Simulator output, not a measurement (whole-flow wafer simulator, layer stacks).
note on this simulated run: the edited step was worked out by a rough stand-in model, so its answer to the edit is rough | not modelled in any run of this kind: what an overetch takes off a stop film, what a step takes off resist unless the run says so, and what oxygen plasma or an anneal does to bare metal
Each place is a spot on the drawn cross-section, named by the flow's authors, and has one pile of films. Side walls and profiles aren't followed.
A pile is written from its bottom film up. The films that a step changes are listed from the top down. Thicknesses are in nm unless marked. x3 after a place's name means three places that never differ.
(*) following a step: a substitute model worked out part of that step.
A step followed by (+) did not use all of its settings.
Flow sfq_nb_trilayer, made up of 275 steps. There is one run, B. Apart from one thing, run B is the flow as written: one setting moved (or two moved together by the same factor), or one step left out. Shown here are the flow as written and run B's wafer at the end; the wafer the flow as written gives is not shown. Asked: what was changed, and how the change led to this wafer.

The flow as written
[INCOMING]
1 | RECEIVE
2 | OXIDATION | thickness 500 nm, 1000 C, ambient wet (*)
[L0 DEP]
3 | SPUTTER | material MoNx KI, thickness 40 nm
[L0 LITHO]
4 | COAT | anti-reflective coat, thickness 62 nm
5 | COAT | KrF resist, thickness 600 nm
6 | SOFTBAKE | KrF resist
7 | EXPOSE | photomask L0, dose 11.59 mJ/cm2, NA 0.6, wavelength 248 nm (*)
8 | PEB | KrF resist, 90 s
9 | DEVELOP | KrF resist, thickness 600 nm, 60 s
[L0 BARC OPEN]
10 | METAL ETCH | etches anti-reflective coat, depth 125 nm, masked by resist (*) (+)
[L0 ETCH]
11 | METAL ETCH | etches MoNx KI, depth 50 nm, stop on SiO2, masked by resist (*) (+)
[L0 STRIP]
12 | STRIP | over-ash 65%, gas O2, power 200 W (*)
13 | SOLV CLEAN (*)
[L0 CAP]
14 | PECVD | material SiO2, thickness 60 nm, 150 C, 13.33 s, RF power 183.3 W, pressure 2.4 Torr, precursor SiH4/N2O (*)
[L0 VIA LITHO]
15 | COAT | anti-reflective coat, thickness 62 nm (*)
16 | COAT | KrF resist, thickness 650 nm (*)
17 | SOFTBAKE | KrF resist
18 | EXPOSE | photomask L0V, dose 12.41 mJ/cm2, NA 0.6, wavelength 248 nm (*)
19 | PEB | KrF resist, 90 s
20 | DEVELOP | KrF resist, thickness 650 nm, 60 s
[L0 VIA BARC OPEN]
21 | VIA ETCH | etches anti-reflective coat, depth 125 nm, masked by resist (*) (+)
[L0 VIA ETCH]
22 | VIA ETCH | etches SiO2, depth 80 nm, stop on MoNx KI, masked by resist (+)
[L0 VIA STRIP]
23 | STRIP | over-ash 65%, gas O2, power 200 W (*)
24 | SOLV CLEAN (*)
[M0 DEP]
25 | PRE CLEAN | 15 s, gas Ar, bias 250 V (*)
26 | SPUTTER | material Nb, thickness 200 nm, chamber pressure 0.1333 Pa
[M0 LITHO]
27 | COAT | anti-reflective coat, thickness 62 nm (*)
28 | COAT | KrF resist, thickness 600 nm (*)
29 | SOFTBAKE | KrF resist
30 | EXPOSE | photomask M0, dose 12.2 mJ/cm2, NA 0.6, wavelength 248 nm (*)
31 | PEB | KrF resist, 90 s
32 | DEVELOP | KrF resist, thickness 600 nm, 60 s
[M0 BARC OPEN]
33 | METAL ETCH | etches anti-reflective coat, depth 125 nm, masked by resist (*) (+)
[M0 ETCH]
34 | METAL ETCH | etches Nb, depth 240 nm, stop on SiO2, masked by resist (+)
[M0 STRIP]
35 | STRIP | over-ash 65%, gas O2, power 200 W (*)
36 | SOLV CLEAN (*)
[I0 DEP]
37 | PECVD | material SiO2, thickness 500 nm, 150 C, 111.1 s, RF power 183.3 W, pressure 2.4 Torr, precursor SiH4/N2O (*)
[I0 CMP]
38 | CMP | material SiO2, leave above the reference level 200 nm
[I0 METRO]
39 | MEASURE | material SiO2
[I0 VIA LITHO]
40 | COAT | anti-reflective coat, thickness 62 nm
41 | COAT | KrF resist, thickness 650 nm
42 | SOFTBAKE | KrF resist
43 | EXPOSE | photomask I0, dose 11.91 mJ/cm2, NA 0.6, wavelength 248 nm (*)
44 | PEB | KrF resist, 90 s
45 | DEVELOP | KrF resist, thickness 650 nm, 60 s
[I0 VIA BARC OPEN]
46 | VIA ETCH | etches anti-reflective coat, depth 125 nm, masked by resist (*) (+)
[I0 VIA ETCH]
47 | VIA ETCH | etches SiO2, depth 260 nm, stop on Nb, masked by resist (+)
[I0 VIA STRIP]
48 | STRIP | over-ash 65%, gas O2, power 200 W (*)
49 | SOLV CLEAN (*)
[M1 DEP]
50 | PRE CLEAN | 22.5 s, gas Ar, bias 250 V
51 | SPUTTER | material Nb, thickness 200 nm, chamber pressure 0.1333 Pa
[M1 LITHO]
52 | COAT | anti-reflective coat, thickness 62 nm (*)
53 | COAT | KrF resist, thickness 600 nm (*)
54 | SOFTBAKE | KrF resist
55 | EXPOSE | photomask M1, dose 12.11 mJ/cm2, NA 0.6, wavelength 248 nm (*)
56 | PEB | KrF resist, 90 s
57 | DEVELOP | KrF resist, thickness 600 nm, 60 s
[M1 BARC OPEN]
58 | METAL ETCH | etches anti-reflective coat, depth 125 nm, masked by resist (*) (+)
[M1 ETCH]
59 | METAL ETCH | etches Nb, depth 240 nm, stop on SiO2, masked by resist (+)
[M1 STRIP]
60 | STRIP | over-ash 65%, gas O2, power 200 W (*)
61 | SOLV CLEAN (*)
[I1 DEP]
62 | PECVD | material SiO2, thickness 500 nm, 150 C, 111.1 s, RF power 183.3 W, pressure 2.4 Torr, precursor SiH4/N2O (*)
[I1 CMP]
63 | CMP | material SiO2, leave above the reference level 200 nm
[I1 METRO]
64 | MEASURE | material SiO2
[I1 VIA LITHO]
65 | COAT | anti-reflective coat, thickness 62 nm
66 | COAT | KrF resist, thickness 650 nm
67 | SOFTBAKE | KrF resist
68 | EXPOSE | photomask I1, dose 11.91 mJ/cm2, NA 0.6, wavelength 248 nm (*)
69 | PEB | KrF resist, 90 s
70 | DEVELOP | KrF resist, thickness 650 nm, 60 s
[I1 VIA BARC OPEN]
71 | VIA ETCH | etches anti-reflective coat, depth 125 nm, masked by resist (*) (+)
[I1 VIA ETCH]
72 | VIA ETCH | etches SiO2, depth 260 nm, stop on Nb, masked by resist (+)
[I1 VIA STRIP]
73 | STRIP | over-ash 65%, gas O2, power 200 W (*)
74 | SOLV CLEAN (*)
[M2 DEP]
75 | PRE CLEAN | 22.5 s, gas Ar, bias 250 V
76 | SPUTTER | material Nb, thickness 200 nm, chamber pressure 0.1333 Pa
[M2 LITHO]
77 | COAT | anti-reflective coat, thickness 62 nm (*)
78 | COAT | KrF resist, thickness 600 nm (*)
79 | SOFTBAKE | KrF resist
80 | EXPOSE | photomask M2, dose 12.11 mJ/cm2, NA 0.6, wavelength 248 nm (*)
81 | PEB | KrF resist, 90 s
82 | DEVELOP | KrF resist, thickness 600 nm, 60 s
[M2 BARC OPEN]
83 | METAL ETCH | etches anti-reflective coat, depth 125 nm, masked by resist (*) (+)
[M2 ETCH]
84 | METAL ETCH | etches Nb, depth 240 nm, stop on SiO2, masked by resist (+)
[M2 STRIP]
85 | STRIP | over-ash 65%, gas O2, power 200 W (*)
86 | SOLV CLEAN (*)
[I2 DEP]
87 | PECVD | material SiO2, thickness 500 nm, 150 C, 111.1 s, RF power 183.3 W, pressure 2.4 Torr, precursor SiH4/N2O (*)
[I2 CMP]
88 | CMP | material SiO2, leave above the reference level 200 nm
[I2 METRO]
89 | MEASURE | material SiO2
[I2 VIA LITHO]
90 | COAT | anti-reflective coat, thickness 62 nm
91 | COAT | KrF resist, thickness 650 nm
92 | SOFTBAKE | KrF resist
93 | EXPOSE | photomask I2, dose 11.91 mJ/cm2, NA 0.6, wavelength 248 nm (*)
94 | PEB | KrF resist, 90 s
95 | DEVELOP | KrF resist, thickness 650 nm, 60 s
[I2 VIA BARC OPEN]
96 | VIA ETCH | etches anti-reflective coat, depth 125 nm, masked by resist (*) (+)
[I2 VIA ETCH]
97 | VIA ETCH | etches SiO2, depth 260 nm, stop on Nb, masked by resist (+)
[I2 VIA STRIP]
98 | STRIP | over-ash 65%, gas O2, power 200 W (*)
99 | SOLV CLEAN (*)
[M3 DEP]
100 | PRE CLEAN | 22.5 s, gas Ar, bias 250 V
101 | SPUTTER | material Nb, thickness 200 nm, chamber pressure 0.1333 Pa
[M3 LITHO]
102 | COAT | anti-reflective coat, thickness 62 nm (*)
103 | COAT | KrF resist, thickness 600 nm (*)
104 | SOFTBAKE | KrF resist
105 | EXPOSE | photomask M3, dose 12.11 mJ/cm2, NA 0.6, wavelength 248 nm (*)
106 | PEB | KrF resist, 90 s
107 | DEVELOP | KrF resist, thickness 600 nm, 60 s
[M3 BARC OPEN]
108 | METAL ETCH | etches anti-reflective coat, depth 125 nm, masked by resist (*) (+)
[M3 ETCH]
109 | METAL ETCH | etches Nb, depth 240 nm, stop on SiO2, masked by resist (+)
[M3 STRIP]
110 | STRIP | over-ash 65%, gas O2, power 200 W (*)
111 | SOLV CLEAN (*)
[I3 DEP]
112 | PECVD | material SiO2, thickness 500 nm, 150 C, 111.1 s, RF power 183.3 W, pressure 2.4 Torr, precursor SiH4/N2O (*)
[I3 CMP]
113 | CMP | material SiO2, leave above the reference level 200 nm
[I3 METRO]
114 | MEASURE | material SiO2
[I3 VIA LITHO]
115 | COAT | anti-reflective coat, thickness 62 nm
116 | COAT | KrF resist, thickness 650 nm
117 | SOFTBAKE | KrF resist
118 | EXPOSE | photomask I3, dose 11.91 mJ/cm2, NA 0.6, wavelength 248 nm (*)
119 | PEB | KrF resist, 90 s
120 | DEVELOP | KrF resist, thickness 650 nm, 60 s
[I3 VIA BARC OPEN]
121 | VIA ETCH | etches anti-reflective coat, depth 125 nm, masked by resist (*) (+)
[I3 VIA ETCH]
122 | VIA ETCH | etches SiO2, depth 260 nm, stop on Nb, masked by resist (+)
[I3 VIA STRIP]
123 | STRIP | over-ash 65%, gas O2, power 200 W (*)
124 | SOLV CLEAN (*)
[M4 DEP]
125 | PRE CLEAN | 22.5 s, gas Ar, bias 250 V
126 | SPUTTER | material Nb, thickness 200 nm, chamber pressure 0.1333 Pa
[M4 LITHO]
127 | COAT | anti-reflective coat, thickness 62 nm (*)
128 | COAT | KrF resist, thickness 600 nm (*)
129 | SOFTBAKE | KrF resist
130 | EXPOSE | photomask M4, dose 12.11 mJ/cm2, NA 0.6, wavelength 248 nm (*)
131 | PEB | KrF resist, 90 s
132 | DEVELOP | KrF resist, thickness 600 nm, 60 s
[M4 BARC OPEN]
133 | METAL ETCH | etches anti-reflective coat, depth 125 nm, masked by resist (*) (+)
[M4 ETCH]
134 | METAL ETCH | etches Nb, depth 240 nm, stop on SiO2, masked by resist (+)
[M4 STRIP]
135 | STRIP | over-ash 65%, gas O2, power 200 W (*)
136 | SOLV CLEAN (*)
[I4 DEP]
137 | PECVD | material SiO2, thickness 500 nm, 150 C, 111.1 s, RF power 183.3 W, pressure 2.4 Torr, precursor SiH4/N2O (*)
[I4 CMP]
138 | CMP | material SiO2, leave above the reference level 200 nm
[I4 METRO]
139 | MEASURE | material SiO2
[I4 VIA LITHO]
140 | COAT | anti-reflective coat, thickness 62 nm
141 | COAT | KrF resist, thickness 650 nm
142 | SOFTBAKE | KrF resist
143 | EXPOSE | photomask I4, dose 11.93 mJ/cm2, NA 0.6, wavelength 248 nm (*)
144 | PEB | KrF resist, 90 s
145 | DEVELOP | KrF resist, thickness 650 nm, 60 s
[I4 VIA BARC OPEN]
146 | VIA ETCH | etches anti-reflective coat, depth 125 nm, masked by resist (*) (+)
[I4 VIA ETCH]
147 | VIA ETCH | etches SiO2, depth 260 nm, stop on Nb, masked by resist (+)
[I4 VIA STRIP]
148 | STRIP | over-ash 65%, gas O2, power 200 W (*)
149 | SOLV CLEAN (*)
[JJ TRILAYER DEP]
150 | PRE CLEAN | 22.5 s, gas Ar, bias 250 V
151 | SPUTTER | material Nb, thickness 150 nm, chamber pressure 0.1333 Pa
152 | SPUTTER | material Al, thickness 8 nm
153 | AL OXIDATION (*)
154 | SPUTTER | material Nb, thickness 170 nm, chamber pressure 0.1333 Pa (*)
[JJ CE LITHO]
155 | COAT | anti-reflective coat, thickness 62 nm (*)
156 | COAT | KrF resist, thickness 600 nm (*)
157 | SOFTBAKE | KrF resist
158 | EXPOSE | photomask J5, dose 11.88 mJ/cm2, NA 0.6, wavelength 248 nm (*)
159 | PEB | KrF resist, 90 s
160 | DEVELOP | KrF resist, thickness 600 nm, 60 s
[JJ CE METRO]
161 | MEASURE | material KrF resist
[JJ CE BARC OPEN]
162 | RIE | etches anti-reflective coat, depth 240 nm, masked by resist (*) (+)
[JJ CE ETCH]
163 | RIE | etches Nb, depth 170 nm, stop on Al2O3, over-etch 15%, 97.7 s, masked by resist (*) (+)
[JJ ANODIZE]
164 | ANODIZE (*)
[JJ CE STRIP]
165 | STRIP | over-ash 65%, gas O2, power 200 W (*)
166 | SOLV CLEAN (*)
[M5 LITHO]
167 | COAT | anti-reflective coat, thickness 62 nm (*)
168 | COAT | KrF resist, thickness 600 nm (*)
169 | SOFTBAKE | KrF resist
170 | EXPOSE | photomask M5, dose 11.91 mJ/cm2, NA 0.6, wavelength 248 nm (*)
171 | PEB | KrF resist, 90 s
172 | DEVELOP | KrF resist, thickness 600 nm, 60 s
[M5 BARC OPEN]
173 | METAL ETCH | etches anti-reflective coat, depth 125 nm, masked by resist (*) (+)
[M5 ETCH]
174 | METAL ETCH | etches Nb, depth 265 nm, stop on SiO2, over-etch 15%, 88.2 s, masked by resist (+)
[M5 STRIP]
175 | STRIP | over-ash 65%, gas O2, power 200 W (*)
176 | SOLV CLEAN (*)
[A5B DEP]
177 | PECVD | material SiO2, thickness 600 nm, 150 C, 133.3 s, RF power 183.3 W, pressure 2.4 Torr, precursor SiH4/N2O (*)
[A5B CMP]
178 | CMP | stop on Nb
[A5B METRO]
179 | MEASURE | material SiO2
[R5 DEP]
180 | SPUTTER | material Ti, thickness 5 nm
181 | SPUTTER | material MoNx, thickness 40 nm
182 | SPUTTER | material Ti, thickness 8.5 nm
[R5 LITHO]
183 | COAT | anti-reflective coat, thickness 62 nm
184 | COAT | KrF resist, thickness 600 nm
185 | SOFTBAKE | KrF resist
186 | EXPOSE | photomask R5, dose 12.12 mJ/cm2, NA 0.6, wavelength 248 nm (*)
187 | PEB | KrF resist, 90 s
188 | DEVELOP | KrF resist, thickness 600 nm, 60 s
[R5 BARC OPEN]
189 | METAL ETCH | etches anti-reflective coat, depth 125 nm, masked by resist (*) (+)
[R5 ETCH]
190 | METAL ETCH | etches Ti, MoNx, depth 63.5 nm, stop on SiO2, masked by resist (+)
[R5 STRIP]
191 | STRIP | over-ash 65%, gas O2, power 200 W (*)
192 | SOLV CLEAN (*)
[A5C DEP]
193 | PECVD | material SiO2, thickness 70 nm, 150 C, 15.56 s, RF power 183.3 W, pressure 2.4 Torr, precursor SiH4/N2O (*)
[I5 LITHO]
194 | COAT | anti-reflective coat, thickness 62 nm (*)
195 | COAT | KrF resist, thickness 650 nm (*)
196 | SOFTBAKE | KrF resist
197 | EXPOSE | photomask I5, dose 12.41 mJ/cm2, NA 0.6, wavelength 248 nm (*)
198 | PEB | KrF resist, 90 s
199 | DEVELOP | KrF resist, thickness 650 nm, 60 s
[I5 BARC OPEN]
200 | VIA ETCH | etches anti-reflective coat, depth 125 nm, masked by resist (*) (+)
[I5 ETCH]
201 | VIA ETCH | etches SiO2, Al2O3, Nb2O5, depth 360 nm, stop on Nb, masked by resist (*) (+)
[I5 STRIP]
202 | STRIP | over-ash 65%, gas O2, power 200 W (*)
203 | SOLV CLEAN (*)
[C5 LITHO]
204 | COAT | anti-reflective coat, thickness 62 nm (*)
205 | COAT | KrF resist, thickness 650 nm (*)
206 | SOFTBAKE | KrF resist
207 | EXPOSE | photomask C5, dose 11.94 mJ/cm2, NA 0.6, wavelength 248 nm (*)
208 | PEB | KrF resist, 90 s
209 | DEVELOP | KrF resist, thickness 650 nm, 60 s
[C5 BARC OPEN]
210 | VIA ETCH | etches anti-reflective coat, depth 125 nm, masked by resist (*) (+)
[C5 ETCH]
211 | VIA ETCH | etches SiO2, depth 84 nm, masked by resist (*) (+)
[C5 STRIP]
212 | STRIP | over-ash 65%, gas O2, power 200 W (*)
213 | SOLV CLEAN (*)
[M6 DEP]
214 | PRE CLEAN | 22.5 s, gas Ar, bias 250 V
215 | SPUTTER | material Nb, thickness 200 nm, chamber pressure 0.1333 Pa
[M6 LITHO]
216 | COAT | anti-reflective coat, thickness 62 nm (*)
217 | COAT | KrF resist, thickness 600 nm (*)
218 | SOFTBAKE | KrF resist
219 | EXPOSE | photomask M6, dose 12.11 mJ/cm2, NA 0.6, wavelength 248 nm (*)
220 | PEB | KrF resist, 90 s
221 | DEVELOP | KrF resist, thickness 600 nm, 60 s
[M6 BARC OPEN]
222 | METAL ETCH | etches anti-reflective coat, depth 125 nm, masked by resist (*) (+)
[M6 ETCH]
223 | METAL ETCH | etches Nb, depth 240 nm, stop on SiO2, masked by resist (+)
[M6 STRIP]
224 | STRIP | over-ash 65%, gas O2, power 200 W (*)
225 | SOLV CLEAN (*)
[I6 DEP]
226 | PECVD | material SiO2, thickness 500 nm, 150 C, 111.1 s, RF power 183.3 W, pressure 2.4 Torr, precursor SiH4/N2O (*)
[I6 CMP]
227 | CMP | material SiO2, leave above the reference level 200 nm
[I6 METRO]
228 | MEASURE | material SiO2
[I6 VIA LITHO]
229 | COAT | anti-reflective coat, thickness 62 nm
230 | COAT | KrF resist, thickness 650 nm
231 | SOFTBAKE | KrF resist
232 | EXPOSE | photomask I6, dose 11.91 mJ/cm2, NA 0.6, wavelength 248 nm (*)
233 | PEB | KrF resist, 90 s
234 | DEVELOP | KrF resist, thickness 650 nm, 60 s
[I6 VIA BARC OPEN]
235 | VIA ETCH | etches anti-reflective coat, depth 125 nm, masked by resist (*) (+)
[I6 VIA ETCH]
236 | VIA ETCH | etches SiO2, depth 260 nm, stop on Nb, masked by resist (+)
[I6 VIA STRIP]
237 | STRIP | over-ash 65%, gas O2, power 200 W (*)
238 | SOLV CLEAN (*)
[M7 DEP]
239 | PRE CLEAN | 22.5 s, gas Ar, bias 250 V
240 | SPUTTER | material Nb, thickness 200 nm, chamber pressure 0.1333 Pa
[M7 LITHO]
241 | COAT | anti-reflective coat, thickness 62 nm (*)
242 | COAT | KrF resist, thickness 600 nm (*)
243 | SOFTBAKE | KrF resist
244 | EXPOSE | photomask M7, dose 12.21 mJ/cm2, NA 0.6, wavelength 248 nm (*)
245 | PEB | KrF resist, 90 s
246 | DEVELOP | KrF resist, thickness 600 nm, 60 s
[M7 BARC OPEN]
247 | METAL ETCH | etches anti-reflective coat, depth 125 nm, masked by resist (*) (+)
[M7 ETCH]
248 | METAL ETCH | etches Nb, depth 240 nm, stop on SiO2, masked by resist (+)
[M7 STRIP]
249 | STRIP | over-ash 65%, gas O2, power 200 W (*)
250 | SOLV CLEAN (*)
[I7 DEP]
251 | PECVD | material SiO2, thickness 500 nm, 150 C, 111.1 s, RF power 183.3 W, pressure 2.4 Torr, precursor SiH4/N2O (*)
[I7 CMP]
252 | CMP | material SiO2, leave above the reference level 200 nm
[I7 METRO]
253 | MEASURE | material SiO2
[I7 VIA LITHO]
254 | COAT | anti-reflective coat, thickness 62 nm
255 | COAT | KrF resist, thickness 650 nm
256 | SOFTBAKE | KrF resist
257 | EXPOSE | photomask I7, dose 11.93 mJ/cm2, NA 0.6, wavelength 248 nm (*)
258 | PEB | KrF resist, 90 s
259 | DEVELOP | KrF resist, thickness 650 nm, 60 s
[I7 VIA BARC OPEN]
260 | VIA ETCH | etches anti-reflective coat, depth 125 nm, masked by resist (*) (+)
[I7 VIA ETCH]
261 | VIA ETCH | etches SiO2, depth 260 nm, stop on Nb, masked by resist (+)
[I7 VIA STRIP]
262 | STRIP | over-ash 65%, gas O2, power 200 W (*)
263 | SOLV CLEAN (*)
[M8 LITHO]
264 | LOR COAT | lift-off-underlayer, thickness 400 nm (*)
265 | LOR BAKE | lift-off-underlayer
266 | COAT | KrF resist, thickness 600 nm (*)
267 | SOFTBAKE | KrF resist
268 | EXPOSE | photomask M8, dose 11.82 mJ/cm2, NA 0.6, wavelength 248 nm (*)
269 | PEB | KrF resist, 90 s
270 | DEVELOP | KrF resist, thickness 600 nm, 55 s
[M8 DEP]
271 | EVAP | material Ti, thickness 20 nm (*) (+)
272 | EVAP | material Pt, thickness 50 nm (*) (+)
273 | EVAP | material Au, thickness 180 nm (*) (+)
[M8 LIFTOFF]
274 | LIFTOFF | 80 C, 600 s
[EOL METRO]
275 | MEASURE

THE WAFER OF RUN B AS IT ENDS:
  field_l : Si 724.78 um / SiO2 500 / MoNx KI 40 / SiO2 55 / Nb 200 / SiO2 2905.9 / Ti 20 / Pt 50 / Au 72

Cause: step 273, EVAP: thickness 72 nm was run, while the flow as written has thickness 180 nm.
The wafer itself shows it: field_l has Au 72, and step 273 as written asks for 180 nm.

How this came from the change, step by step:
  273 | EVAP | material Au, thickness 180 nm (*) (+)
      field_l, v_sur, via_wl and 103 more: Au gains 72 (new film) (in the flow as written it would be: Au gains 180 (new film))
  274 | LIFTOFF | 80 C, 600 s
      p4_fl, p4_fm, p4_w1 and 71 more: Au loses 72 (all of it), Pt loses 50 (all of it), Ti loses 20 (all of it), KrF resist loses 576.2 (all of it), lift-off-underlayer loses 400 (all of it) (in the flow as written it would be: Au loses 180 (all of it), Pt loses 50 (all of it), Ti loses 20 (all of it), KrF resist loses 576.2 (all of it), lift-off-underlayer loses 400 (all of it))
      c5j, ce_r: Au loses 72 (all of it), Pt loses 50 (all of it), Ti loses 20 (all of it), KrF resist loses 573.3 (all of it), lift-off-underlayer loses 399.3 (all of it) (in the flow as written it would be: Au loses 180 (all of it), Pt loses 50 (all of it), Ti loses 20 (all of it), KrF resist loses 573.3 (all of it), lift-off-underlayer loses 399.3 (all of it))
      (also at 19 further places)
